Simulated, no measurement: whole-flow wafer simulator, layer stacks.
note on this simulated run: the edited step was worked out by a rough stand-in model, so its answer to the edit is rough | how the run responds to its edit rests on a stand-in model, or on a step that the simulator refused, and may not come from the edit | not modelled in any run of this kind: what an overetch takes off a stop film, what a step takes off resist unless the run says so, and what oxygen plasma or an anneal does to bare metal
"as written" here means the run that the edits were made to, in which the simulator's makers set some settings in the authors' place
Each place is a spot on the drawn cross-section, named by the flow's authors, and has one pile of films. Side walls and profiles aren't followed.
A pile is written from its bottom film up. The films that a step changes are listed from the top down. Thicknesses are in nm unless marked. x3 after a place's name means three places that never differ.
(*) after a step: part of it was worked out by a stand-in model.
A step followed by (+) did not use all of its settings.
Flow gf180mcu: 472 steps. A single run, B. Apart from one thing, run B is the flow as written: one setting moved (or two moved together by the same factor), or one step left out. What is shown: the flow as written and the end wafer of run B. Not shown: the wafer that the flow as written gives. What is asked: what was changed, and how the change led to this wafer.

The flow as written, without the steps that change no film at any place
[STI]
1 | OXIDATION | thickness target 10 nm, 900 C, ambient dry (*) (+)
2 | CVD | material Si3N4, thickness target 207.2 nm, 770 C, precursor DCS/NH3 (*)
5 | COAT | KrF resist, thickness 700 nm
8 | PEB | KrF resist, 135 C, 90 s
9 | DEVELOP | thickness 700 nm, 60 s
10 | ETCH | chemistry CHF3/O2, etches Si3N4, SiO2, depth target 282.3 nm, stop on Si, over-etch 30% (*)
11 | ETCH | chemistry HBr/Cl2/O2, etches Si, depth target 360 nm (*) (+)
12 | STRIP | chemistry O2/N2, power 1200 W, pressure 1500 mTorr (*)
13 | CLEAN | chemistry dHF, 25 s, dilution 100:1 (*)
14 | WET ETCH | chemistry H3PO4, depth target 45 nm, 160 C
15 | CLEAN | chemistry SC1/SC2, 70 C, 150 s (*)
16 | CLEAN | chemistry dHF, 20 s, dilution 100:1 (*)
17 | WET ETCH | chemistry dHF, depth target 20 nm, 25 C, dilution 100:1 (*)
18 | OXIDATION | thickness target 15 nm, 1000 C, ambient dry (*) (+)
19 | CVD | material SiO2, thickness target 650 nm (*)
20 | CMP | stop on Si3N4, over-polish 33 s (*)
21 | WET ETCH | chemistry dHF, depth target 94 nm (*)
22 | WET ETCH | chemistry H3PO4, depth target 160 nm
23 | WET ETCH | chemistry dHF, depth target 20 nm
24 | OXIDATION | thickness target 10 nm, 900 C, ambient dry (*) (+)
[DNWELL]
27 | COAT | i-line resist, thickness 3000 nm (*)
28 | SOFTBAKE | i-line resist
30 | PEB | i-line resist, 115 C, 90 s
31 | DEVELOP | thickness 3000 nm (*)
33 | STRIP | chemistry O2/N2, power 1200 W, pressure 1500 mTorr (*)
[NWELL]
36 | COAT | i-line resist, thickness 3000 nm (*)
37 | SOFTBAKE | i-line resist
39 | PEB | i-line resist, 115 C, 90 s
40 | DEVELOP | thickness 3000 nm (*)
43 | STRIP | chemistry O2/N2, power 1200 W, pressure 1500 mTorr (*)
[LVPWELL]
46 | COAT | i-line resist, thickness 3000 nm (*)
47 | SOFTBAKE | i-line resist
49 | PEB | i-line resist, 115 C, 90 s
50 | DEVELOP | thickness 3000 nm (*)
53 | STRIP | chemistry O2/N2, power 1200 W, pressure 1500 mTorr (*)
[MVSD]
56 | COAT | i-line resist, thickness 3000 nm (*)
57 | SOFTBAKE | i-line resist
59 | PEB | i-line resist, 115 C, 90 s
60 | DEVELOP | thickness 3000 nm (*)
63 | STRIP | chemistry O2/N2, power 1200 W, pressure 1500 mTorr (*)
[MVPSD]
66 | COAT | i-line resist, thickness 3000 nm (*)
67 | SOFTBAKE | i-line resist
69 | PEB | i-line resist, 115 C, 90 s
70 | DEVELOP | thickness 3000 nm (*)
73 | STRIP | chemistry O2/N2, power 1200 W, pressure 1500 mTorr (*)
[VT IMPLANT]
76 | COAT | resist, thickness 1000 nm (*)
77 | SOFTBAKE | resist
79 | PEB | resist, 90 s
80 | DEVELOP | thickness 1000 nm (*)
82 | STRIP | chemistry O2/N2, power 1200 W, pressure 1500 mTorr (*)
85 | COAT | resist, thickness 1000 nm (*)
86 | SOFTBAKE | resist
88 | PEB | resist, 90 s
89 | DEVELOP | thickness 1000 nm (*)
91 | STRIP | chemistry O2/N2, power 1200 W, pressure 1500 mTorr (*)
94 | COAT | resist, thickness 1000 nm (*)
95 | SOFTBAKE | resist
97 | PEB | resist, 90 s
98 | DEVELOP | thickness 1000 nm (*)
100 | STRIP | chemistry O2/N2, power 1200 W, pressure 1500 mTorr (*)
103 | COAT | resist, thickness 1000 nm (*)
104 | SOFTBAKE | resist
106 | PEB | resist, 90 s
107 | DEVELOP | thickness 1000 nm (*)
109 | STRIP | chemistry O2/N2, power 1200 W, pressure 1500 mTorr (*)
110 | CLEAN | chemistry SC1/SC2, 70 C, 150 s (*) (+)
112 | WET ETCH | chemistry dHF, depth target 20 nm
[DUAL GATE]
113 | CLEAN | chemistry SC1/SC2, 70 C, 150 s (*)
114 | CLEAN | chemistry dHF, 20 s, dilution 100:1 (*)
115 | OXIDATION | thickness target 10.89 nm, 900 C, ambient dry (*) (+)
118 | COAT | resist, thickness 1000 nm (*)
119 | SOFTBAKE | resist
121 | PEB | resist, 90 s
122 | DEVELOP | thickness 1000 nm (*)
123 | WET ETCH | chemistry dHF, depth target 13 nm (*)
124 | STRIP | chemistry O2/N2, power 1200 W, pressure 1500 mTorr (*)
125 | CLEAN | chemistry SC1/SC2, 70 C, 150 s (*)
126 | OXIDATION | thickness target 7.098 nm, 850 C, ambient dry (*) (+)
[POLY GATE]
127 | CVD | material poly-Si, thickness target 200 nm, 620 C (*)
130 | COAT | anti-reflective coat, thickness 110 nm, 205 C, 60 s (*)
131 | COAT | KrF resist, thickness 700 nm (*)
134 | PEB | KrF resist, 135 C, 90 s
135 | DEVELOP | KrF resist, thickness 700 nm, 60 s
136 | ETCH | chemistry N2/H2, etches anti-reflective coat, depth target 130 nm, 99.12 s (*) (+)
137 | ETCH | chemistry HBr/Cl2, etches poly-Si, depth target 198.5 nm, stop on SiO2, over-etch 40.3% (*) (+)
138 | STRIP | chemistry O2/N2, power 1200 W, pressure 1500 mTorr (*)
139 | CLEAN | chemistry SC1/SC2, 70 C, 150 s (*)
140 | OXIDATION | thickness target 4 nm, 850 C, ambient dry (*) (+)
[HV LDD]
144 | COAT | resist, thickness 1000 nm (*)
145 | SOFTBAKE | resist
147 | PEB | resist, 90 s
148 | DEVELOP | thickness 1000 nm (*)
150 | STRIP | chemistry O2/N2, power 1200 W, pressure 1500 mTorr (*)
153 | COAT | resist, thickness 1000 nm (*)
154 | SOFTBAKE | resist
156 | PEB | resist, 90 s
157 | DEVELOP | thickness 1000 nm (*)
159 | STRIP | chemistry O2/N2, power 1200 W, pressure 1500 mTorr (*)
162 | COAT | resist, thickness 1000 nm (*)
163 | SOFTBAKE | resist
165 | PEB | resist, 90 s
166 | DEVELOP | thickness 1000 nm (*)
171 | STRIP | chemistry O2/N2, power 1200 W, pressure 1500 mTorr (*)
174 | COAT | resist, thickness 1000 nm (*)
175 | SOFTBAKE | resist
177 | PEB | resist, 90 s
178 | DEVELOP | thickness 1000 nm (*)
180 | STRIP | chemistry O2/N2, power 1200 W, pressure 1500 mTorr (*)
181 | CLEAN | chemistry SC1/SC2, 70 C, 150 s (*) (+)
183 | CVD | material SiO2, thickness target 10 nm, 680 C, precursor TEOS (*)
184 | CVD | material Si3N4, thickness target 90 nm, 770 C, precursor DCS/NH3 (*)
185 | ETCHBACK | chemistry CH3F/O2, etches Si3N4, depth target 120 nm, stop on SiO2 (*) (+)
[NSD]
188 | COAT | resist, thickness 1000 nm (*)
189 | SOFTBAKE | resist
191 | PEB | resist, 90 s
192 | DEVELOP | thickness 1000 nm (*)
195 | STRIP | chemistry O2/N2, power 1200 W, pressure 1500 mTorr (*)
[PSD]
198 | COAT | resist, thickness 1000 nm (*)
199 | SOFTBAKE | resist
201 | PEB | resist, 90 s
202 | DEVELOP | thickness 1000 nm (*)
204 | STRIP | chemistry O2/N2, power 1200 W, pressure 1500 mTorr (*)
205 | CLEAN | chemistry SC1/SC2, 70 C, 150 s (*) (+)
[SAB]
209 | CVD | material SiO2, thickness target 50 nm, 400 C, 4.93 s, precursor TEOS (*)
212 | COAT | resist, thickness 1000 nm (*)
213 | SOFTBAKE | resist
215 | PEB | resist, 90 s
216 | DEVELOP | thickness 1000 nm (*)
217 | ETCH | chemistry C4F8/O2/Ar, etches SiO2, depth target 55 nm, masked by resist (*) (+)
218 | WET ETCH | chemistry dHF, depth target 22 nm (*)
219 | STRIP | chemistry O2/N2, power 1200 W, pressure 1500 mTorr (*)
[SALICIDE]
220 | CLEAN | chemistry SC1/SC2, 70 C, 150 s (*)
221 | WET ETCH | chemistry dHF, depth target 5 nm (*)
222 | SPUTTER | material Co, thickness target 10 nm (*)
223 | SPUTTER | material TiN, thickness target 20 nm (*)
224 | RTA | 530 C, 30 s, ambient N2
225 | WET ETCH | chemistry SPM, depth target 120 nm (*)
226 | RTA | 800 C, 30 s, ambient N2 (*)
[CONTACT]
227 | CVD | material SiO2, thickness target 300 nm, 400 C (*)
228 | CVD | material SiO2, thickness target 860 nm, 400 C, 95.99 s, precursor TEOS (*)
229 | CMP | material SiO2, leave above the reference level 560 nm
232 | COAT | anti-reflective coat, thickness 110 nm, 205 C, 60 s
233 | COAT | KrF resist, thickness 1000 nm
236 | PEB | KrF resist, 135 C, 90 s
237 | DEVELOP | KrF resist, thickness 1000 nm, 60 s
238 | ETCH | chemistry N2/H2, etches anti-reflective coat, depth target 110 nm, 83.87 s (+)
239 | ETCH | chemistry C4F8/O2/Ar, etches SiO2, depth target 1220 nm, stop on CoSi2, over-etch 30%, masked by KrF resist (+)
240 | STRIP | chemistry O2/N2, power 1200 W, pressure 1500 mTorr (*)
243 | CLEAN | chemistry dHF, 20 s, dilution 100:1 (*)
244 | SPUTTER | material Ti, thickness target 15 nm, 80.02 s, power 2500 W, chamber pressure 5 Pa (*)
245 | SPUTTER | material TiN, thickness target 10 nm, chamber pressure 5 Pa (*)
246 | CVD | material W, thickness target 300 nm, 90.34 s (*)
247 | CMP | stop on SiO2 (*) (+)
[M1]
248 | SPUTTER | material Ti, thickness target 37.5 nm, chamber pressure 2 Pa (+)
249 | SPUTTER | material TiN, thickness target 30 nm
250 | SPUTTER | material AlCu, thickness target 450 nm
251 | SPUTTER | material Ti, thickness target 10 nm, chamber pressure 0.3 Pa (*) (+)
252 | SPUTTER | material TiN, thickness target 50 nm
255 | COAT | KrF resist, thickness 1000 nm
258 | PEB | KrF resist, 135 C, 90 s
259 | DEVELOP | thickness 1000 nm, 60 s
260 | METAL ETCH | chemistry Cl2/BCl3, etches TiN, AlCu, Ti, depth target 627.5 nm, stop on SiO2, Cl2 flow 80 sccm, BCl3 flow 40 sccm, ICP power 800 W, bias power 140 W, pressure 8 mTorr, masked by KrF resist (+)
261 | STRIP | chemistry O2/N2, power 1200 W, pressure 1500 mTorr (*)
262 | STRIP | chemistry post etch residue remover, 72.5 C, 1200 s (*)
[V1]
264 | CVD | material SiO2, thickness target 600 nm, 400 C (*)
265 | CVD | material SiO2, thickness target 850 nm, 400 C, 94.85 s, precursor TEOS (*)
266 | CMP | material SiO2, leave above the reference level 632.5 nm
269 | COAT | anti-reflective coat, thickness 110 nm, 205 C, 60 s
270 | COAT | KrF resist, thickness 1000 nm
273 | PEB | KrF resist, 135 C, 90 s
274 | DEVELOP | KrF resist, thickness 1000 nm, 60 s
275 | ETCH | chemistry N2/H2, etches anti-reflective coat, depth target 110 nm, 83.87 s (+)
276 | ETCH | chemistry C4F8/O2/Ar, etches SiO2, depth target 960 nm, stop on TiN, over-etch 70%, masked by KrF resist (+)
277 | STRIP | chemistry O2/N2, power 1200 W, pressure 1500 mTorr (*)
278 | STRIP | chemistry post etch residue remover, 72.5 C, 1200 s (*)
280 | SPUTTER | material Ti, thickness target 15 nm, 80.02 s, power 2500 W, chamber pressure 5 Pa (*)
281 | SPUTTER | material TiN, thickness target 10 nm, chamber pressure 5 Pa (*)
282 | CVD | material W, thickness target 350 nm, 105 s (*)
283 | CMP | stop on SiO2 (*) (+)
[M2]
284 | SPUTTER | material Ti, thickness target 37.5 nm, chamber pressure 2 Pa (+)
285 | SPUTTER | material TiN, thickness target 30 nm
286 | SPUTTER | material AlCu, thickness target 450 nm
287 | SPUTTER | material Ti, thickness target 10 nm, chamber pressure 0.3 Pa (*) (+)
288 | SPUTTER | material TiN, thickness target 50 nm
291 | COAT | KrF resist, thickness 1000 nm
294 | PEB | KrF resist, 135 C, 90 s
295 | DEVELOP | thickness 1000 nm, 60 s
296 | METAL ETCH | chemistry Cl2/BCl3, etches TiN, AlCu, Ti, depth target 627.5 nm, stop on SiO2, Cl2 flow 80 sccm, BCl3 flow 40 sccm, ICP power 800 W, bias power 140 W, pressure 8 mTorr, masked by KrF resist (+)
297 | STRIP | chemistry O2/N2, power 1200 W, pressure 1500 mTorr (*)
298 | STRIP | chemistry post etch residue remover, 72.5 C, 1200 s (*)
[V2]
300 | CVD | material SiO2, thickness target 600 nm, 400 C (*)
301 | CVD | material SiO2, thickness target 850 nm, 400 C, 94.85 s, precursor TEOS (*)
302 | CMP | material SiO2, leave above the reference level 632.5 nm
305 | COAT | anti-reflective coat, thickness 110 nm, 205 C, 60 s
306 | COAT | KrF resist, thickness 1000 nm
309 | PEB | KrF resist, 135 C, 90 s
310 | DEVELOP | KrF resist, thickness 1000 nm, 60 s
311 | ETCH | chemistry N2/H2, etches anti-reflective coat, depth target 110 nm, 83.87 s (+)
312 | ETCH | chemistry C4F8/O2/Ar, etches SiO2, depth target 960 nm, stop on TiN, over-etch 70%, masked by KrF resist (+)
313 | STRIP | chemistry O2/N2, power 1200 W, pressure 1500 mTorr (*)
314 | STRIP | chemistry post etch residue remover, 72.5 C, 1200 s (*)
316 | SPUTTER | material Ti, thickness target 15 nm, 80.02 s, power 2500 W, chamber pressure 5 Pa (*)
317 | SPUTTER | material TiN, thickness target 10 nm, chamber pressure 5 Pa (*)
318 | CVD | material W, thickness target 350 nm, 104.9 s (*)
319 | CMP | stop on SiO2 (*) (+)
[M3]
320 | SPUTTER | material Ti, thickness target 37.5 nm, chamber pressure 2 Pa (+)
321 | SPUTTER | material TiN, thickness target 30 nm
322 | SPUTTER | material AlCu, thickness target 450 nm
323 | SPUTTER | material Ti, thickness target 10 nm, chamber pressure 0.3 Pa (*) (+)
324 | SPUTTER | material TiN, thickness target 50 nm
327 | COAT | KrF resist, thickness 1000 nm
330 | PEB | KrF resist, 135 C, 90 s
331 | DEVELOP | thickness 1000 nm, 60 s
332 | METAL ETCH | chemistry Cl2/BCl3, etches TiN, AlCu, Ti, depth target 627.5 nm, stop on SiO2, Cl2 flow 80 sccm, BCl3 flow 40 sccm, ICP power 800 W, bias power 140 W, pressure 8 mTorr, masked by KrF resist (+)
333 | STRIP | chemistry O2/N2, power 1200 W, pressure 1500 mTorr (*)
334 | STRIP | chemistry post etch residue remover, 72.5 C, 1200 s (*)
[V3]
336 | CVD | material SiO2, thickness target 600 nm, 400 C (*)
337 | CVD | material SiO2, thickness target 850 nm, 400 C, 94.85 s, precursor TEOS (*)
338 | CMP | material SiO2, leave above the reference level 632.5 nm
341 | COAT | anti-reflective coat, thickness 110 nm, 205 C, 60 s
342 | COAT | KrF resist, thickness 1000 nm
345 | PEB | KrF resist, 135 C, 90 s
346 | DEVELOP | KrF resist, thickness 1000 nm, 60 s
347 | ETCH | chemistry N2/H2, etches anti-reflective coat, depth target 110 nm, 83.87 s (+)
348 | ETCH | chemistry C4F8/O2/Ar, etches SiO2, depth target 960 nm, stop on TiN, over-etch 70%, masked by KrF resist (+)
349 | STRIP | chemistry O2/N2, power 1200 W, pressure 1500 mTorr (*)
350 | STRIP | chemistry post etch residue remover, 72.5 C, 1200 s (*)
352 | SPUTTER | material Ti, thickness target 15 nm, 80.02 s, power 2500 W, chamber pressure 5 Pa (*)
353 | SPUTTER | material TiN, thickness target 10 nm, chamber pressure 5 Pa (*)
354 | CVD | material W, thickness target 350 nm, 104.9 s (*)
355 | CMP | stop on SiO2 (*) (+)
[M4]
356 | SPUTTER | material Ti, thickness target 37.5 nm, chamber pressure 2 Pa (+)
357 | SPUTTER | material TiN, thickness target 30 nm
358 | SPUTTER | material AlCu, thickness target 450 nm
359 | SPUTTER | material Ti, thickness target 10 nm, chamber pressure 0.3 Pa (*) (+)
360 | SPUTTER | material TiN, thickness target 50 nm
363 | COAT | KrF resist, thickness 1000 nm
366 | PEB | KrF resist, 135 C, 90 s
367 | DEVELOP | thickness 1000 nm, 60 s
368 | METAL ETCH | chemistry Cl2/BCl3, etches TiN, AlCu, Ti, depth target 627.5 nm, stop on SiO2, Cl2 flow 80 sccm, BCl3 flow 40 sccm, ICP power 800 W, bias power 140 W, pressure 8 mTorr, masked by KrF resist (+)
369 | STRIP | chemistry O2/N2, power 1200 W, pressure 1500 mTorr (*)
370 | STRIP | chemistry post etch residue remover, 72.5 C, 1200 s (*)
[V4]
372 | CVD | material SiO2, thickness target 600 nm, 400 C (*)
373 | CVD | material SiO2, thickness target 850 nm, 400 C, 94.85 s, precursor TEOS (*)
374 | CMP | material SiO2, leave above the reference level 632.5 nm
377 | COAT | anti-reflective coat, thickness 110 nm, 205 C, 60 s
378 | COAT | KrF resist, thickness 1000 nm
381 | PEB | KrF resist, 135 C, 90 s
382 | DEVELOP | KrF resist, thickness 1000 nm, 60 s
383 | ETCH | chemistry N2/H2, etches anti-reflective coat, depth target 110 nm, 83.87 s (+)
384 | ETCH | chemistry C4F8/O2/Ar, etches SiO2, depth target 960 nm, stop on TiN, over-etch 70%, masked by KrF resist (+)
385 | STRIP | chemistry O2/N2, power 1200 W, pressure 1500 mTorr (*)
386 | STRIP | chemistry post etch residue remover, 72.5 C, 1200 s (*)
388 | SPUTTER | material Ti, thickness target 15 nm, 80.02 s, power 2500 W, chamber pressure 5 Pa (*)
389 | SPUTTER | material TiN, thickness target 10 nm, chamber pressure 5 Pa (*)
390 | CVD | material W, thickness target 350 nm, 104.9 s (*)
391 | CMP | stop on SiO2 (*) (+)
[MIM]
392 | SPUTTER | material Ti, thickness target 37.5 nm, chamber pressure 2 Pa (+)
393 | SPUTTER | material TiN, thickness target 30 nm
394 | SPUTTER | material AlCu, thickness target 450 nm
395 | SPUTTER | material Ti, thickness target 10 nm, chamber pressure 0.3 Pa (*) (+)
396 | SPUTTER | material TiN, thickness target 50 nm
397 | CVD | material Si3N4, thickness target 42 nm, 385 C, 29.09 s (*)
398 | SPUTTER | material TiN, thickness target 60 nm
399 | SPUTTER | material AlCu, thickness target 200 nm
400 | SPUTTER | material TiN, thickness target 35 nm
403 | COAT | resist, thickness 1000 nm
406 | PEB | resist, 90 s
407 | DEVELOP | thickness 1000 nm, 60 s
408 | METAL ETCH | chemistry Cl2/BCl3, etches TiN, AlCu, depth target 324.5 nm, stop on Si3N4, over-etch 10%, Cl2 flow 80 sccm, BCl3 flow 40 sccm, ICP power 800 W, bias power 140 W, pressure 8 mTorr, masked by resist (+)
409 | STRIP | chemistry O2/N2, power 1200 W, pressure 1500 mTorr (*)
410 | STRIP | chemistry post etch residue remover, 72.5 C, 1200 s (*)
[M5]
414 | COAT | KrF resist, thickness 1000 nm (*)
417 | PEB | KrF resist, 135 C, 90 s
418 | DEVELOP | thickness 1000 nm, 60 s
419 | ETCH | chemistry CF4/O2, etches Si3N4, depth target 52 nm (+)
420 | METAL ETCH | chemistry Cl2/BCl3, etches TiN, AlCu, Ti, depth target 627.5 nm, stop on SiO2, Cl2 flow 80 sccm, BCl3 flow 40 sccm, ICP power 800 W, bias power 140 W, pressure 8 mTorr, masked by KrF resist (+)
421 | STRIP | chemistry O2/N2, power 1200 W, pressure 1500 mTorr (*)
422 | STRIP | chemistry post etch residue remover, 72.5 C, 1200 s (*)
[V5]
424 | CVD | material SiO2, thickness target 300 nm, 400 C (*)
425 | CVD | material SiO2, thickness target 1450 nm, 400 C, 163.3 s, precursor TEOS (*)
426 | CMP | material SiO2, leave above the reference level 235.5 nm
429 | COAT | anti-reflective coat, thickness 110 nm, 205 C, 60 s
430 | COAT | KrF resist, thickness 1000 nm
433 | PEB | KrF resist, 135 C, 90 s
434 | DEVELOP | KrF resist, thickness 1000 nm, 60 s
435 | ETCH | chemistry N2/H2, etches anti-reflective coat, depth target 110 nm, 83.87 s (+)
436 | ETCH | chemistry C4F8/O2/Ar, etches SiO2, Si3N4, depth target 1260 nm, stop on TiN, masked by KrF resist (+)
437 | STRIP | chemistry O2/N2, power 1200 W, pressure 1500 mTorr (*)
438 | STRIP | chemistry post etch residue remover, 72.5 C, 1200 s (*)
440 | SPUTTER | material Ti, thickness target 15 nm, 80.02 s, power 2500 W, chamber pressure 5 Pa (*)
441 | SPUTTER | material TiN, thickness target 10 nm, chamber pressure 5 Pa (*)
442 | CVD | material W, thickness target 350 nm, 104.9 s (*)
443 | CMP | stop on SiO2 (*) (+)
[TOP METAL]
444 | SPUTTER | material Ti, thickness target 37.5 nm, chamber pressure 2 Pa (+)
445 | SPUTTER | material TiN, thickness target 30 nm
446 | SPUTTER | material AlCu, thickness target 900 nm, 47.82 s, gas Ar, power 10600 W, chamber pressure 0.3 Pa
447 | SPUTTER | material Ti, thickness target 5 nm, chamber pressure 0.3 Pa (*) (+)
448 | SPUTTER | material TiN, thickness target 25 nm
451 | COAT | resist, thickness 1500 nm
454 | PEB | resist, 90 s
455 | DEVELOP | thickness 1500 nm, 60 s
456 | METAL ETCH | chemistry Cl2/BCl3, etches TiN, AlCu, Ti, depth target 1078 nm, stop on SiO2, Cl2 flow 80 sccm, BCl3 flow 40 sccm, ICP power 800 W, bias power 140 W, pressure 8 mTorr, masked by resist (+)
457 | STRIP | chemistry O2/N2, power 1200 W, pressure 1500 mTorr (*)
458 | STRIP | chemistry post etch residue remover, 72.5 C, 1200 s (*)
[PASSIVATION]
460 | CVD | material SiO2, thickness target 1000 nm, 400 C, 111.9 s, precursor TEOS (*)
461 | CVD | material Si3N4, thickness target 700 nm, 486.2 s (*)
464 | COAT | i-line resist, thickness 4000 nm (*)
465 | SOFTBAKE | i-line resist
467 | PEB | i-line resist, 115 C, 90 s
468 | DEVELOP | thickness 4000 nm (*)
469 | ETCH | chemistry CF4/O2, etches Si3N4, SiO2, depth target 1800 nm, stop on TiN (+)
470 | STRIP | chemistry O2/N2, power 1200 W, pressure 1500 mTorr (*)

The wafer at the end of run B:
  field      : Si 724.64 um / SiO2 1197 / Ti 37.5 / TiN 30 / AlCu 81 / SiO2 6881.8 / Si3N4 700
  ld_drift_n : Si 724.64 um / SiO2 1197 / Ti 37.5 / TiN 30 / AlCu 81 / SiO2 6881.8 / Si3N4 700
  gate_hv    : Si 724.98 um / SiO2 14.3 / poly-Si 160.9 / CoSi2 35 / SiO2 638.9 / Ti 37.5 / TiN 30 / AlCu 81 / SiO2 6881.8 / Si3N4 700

What caused this: step 251, SPUTTER: thickness target 6.7 nm was run, though the flow has thickness target 10 nm; step 260, METAL ETCH: depth target 420 nm was run, where the flow has depth target 627.5 nm.

The path from the change to this, step by step:
  251 | SPUTTER | material Ti, thickness target 10 nm, chamber pressure 0.3 Pa (*) (+)
      field, field__w1, field__w2 and 108 more: Ti gains 6.7 (new film) (in the flow as written it would be: Ti gains 10 (new film))
  260 | METAL ETCH | chemistry Cl2/BCl3, etches TiN, AlCu, Ti, depth target 627.5 nm, stop on SiO2, Cl2 flow 80 sccm, BCl3 flow 40 sccm, ICP power 800 W, bias power 140 W, pressure 8 mTorr, masked by KrF resist (+)
      field, field__w1, field__w2 and 99 more: TiN loses 50 (all of it), Ti loses 6.7 (all of it), AlCu loses 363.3 (in the flow as written it would be: TiN loses 50 (all of it), Ti loses 10 (all of it), AlCu loses 450 (all of it), TiN loses 30 (all of it), Ti loses 37.5 (all of it))
      field__w8, contact, m1 and 6 more: KrF resist loses 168 (in the flow as written it would be: KrF resist loses 251)
  261 | STRIP | chemistry O2/N2, power 1200 W, pressure 1500 mTorr (*)
      field__w8, contact, m1 and 6 more: KrF resist loses 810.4 (all of it) (in the flow as written it would be: KrF resist loses 727.4 (all of it))
  262 | STRIP | chemistry post etch residue remover, 72.5 C, 1200 s (*)
      field, field__w1, field__w2 and 99 more: AlCu loses 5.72 (in the flow as written it would be: nothing)
  264 | CVD | material SiO2, thickness target 600 nm, 400 C (*)
      field, field__w1, field__w2 and 99 more: SiO2 gains 600 (new film) (in the flow as written it would be: SiO2 gains 600)
  266 | CMP | material SiO2, leave above the reference level 632.5 nm
      field, field__w1, field__w2 and 99 more: SiO2 loses 448.5 (in the flow as written it would be: SiO2 loses 300)
With metal films that touch counted as one body, field has 1 body; the flow as written gives 0 bodies.
With metal films that touch counted as one body, ld_drift_n has 1 body; the flow as written gives 0 bodies.
With metal films that touch counted as one body, gate_hv has 2 bodies (between them, from the top down: SiO2 638.9); the flow as written gives 1 body.
